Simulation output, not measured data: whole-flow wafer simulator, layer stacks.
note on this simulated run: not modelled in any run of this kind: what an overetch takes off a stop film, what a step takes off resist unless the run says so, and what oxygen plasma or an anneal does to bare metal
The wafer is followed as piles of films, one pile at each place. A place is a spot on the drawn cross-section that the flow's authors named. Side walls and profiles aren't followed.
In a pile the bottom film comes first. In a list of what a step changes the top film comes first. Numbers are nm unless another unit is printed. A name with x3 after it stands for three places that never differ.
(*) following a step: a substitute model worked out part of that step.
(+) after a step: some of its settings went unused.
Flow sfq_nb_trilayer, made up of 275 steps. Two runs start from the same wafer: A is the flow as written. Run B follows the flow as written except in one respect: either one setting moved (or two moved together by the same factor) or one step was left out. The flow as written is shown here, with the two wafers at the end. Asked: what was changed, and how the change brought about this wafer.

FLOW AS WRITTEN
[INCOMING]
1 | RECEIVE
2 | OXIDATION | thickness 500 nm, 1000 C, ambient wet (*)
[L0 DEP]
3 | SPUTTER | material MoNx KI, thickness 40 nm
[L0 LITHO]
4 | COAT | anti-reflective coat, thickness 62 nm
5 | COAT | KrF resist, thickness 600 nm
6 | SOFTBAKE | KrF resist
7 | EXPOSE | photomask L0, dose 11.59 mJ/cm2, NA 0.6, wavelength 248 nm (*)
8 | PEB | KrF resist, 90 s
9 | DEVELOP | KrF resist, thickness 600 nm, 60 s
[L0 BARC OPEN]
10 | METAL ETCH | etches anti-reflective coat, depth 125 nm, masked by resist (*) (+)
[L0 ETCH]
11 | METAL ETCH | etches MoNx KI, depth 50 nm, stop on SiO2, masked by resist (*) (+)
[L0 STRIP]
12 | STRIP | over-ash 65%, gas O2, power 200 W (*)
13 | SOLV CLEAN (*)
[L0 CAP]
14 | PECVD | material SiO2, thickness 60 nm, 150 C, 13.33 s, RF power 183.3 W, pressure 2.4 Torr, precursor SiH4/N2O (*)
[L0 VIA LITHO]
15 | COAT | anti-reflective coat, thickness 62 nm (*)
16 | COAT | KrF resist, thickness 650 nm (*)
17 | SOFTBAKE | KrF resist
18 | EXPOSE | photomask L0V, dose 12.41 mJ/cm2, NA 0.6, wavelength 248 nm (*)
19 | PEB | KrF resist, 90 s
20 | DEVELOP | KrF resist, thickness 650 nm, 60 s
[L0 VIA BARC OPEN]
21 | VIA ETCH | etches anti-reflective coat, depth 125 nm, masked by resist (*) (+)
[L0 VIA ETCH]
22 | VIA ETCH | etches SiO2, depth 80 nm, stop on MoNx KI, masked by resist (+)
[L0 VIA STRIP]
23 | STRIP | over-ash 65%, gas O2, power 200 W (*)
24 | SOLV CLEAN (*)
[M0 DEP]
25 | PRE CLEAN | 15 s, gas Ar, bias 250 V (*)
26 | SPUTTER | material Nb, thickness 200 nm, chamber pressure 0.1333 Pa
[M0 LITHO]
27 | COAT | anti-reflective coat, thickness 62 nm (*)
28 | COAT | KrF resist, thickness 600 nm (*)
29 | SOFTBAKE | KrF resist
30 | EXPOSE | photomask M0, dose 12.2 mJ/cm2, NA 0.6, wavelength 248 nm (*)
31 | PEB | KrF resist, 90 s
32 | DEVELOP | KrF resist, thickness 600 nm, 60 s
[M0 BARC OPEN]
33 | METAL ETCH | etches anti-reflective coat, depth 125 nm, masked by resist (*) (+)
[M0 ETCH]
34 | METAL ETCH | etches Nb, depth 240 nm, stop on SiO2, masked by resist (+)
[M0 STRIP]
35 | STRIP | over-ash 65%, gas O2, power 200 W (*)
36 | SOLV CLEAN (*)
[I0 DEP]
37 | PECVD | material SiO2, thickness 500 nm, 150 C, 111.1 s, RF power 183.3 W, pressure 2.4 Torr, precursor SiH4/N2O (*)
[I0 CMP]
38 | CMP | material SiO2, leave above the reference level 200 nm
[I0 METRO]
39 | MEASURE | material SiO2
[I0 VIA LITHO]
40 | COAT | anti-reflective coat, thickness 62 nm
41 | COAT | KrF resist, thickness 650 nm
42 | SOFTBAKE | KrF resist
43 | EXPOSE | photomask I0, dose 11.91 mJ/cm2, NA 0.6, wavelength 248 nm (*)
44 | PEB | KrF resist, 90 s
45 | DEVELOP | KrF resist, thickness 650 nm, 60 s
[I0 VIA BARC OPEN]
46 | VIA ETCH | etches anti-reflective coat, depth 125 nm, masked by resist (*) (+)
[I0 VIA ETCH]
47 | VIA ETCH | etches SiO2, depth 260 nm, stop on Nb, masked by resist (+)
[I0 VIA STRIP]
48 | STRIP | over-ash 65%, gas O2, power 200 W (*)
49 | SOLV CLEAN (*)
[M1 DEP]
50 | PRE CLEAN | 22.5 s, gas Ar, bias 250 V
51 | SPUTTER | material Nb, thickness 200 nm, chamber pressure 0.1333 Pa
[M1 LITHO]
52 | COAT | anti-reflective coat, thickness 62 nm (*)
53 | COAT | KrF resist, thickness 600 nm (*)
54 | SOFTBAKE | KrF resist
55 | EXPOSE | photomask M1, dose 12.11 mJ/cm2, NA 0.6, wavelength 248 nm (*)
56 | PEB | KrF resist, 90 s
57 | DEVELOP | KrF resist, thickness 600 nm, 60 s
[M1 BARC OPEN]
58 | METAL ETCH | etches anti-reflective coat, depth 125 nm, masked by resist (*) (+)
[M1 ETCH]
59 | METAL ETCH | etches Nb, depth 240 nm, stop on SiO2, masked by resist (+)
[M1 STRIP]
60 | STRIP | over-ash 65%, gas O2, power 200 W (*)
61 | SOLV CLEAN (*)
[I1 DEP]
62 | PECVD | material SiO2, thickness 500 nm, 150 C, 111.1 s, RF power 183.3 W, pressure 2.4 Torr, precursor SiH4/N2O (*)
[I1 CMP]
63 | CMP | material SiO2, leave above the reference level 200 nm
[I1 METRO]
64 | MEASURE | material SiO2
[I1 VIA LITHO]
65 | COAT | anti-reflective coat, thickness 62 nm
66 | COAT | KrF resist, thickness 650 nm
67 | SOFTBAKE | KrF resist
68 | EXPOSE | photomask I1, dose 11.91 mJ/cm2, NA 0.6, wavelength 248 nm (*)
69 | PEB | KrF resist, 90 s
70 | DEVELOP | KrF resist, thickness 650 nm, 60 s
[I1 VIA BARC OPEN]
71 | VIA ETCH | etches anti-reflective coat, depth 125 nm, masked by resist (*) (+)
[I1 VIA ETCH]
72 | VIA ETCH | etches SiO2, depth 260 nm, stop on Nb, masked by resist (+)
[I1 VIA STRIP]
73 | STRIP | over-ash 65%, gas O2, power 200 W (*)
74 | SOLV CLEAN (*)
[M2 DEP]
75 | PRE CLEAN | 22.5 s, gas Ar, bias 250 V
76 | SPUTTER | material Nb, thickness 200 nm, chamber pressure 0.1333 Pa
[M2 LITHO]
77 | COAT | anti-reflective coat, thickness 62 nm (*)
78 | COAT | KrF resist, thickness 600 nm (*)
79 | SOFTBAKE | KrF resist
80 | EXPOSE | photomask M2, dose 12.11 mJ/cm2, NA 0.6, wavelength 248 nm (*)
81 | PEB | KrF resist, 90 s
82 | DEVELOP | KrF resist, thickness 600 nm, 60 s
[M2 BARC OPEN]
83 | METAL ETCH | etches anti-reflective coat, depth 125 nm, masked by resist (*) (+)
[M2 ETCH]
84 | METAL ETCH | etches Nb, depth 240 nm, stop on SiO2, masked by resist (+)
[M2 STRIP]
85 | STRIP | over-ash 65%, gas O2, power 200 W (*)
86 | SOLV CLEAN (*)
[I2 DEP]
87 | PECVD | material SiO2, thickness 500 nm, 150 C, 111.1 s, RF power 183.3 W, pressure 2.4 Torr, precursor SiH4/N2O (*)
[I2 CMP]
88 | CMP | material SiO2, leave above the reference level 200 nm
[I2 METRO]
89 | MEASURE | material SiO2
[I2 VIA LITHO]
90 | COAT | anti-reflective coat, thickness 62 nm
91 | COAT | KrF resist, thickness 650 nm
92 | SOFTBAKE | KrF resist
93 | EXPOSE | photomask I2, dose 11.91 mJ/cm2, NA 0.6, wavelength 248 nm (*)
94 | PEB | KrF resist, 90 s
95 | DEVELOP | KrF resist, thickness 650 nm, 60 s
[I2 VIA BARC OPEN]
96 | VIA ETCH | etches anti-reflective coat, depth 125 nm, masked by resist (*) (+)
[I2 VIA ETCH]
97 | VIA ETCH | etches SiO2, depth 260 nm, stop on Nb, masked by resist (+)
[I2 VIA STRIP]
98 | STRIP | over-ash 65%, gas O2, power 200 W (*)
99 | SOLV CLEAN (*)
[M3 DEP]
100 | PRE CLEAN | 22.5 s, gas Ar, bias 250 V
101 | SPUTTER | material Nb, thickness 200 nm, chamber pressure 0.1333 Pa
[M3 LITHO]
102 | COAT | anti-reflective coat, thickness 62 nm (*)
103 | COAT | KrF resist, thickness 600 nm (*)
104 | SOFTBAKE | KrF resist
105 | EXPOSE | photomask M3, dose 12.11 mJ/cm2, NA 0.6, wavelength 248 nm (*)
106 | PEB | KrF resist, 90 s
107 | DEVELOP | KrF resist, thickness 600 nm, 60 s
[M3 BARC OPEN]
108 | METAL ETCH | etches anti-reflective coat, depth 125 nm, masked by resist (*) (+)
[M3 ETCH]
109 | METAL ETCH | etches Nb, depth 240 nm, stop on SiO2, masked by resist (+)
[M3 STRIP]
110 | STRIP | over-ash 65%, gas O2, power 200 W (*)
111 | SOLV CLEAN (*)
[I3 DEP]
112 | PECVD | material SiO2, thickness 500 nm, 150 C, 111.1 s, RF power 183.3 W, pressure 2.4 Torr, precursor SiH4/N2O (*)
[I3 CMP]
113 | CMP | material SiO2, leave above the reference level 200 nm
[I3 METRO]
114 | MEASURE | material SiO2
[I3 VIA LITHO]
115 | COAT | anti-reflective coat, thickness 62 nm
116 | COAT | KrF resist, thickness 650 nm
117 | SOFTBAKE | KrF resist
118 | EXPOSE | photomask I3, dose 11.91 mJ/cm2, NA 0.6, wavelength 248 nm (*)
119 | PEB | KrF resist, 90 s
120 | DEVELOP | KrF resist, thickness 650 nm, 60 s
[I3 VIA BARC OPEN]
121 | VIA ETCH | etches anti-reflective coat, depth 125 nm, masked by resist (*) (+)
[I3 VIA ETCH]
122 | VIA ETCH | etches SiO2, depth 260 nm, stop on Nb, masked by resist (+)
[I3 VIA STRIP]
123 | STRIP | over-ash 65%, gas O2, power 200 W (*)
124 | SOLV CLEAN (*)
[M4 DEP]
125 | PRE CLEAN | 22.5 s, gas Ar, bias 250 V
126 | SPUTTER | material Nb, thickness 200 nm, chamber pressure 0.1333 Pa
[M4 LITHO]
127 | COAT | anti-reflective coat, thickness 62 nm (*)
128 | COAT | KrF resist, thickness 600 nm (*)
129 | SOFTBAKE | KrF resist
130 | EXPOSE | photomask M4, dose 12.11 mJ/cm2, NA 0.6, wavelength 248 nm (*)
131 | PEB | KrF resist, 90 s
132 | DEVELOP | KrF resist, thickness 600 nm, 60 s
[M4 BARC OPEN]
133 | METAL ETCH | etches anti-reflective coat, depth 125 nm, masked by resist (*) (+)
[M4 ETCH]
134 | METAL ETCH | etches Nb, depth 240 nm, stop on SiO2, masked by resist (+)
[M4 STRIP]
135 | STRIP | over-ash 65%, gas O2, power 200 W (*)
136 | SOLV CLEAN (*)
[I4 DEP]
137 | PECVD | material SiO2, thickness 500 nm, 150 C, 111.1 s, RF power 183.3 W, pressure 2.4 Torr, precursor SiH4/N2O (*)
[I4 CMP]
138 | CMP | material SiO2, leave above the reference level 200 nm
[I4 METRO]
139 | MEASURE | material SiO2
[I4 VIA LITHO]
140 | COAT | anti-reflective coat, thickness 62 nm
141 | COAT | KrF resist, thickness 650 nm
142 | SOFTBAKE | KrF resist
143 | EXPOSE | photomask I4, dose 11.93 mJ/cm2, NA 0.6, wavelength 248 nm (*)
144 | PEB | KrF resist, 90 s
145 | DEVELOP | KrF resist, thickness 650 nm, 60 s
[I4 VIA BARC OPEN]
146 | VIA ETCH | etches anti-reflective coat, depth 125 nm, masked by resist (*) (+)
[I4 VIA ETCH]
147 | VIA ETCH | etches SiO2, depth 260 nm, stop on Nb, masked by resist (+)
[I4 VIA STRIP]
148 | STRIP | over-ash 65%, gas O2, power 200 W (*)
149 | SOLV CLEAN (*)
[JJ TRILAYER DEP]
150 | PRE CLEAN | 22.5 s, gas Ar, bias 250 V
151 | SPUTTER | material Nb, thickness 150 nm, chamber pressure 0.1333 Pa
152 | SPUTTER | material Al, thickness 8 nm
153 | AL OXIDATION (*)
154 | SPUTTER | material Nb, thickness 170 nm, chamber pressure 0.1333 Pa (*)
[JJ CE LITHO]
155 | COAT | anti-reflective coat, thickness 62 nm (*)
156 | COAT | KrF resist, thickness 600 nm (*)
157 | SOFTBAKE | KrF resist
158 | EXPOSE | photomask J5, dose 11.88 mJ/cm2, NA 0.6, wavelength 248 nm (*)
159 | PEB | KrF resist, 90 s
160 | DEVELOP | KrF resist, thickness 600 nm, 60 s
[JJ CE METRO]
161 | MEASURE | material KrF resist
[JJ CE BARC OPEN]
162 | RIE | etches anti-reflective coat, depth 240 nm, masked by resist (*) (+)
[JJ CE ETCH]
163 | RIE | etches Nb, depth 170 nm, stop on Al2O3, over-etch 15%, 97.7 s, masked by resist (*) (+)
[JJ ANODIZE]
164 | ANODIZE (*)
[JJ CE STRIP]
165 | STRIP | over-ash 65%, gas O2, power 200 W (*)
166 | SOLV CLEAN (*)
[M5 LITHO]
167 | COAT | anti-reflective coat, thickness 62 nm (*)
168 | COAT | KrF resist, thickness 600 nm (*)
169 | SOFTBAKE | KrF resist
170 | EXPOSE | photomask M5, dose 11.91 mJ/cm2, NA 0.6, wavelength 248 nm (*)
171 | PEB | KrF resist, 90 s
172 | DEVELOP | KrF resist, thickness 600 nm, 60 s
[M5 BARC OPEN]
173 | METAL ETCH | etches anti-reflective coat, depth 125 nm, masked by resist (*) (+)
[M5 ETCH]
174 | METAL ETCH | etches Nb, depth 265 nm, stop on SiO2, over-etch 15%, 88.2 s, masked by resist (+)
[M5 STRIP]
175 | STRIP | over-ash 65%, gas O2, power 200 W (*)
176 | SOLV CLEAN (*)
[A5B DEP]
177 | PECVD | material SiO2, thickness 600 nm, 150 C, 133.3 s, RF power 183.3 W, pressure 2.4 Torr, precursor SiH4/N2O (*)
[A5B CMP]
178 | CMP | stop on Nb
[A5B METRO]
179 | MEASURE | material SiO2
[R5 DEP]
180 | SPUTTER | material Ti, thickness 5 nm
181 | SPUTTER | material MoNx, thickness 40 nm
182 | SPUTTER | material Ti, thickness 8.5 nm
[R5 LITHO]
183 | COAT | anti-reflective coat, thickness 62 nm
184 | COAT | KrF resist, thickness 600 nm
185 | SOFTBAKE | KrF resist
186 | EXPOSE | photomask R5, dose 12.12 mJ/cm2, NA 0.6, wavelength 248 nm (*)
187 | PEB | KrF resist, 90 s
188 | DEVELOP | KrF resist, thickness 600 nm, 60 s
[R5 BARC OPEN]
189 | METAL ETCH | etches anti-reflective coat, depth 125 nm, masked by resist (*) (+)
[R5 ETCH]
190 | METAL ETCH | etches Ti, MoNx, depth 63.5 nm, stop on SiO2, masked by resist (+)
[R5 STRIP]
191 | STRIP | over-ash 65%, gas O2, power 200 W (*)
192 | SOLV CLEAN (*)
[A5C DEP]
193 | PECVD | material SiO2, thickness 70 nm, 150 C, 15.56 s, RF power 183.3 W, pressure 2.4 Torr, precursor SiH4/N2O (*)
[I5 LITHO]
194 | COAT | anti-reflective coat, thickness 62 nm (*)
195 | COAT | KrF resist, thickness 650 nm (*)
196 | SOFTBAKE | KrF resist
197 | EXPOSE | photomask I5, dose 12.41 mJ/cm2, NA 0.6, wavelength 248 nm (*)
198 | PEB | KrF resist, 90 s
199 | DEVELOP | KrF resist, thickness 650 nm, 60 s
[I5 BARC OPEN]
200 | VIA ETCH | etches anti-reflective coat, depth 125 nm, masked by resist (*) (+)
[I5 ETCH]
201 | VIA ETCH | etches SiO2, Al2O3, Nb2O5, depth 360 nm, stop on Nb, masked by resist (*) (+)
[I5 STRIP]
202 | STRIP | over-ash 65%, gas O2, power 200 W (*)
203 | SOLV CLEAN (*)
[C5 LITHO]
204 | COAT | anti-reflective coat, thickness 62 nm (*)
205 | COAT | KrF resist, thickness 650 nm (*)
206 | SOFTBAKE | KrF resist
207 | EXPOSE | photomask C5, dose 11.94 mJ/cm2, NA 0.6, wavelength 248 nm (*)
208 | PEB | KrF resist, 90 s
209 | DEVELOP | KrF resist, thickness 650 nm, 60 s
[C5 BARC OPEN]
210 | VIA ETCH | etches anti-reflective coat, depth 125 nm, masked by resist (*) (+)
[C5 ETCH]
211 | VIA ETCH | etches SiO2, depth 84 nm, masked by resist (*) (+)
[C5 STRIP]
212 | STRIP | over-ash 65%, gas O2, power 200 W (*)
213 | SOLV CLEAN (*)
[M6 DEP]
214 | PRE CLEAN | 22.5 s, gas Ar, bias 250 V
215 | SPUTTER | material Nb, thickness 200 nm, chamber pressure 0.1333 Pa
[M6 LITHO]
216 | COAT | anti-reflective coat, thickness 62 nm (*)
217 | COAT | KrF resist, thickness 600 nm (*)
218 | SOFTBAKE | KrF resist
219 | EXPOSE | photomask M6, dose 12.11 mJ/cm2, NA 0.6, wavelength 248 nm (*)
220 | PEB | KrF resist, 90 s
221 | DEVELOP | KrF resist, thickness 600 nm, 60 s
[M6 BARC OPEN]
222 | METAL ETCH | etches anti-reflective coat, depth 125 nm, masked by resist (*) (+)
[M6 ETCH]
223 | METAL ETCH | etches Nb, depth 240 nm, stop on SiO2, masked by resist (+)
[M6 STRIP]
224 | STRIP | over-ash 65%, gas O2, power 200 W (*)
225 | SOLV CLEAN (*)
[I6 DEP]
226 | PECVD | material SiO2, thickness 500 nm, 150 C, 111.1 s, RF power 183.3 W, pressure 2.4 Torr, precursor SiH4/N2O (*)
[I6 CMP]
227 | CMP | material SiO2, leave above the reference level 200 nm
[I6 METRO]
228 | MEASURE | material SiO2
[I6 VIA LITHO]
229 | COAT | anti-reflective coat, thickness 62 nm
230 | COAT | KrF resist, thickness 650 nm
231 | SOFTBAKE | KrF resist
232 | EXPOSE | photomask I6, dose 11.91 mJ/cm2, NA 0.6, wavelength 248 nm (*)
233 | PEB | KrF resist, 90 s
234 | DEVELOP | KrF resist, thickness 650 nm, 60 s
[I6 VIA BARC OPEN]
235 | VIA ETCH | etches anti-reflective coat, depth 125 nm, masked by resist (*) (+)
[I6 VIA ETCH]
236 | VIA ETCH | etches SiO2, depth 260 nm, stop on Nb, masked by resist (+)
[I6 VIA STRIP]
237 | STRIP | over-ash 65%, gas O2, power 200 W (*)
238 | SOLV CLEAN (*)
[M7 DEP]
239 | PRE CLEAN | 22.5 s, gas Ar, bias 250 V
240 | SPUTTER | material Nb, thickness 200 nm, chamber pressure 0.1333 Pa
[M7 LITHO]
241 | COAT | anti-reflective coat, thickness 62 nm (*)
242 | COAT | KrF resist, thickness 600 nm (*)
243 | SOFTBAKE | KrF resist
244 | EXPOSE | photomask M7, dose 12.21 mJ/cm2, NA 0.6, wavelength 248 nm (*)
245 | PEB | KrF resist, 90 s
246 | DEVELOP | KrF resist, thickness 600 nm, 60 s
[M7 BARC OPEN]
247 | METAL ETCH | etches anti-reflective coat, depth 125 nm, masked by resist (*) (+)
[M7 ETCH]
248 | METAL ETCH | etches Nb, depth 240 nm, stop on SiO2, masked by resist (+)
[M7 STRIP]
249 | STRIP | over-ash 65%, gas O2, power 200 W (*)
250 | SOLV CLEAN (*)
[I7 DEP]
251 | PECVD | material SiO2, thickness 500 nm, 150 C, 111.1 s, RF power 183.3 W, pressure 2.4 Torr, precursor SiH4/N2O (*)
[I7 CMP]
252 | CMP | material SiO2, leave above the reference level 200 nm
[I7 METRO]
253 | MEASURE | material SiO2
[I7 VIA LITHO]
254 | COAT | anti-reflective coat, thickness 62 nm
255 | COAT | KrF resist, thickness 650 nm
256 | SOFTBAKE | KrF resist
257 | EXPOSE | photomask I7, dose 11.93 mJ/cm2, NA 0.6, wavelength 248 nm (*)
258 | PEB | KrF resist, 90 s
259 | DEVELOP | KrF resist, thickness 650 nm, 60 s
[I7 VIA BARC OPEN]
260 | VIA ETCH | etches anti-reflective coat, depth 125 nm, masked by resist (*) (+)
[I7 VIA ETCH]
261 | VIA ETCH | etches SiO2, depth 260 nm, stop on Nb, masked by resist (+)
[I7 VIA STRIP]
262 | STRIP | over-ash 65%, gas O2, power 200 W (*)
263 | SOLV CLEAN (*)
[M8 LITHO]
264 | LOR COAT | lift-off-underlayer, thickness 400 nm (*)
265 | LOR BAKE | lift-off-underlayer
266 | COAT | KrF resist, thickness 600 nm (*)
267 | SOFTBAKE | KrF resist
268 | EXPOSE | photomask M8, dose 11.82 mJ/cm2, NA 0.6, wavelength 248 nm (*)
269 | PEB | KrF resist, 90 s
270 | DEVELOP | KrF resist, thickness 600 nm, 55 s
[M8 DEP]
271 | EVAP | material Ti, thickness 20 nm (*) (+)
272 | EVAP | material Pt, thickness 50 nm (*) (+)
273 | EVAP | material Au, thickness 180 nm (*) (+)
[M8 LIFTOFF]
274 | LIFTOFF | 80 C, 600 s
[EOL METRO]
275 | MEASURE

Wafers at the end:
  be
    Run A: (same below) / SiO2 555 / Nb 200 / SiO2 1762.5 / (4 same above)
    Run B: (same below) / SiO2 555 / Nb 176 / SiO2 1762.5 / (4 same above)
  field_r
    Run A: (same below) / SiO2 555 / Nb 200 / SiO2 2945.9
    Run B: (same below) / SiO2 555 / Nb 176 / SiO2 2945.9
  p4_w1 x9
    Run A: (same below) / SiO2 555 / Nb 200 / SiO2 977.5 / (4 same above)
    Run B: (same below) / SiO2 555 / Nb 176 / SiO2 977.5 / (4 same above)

What caused this: step 26, SPUTTER: thickness 176 nm was run, whereas the flow has thickness 200 nm.
One can read it off the wafer: be has Nb 176, and step 26 as written asks for 200 nm.

How this came from the change, step by step:
  26 | SPUTTER | material Nb, thickness 200 nm, chamber pressure 0.1333 Pa
      field_l, v_sur, via_wl and 102 more: A +200 Nb (new film) | B +176 Nb (new film)
      l0v: A +195.7 Nb (new film) | B +171.7 Nb (new film)
  34 | METAL ETCH | etches Nb, depth 240 nm, stop on SiO2, masked by resist (+)
      moat, m0r_space_l x2: A -200 Nb (all of it) | B -176 Nb (all of it)
  37 | PECVD | material SiO2, thickness 500 nm, 150 C, 111.1 s, RF power 183.3 W, pressure 2.4 Torr, precursor SiH4/N2O (*)
      moat, m0r_space_l x2: A +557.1 SiO2 | B +533.1 SiO2
